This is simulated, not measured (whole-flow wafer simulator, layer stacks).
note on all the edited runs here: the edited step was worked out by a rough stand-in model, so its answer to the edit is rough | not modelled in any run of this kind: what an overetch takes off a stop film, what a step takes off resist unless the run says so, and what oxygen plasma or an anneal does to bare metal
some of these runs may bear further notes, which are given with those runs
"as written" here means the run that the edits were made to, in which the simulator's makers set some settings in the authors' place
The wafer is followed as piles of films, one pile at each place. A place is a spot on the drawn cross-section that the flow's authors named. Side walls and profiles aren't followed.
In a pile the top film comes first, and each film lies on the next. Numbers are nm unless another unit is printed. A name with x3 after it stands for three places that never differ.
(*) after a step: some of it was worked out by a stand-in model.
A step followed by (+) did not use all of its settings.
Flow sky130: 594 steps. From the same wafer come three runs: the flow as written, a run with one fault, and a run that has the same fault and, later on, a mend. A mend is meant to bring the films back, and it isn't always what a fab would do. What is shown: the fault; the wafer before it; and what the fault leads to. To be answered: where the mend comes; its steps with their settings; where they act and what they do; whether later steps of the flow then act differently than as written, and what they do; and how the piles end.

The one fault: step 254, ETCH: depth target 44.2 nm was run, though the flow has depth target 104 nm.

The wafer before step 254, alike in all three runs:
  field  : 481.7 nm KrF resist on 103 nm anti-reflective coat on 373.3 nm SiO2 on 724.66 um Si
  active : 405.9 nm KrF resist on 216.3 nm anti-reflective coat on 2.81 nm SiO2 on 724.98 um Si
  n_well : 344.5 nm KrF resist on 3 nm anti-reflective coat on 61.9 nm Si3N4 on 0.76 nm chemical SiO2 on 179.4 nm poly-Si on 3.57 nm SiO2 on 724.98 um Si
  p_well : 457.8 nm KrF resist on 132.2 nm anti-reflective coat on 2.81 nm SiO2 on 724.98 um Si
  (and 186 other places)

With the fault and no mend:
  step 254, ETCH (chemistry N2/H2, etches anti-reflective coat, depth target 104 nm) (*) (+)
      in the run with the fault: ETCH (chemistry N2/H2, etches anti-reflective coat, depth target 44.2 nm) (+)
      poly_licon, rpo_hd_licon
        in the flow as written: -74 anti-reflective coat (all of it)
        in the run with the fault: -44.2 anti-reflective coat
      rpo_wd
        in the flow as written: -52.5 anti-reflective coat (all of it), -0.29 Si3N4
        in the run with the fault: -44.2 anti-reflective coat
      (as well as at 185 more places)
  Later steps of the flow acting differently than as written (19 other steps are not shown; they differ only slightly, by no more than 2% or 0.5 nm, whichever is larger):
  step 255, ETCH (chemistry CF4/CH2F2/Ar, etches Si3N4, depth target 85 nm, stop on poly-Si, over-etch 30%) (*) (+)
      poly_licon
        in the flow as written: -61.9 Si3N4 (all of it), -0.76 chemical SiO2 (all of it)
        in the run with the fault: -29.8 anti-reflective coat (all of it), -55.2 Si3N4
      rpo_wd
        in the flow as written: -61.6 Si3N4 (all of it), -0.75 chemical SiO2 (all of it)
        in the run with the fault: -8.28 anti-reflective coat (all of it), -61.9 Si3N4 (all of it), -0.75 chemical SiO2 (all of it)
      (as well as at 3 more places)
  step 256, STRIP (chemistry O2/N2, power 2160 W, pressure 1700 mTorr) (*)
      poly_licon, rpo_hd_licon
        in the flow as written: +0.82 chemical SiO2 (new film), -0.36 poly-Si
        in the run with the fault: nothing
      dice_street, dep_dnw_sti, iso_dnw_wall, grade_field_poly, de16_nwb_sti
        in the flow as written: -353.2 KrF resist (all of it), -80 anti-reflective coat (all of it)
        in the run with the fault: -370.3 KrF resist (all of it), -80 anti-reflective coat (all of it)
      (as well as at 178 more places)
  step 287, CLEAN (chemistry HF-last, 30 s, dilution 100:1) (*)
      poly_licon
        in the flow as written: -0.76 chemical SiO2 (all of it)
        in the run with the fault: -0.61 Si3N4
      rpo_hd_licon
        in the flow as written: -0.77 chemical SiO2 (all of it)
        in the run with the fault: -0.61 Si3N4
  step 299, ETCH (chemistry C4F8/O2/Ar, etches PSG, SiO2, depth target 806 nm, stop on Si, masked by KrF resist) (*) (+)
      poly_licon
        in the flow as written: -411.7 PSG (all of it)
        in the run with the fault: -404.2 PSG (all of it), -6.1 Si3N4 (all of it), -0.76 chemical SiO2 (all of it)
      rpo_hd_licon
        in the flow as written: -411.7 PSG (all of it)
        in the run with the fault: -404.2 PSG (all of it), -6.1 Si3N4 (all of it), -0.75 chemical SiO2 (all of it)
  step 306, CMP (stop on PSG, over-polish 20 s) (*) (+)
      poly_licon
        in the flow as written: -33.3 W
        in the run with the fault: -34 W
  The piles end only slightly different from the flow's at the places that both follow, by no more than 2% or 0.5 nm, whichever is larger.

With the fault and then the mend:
  The mend stands after step 254.
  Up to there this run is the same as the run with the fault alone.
  step 254a, ETCH (chemistry N2/H2, etches anti-reflective coat, depth target 59.8 nm) (+) (the flow's step 254, run once more with other settings)
      field, active, n_well and 180 more
        -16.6 KrF resist
      poly_licon, rpo_hd_licon
        -29.8 anti-reflective coat (all of it)
      rpo_ln, rxpo_ln
        -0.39 Si3N4
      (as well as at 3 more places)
  Every later step of the flow that is run acts as written, at every place that is followed, to within 2% or 0.5 nm, whichever is larger.
  At every place that both follow, the piles at the end match the flow's.
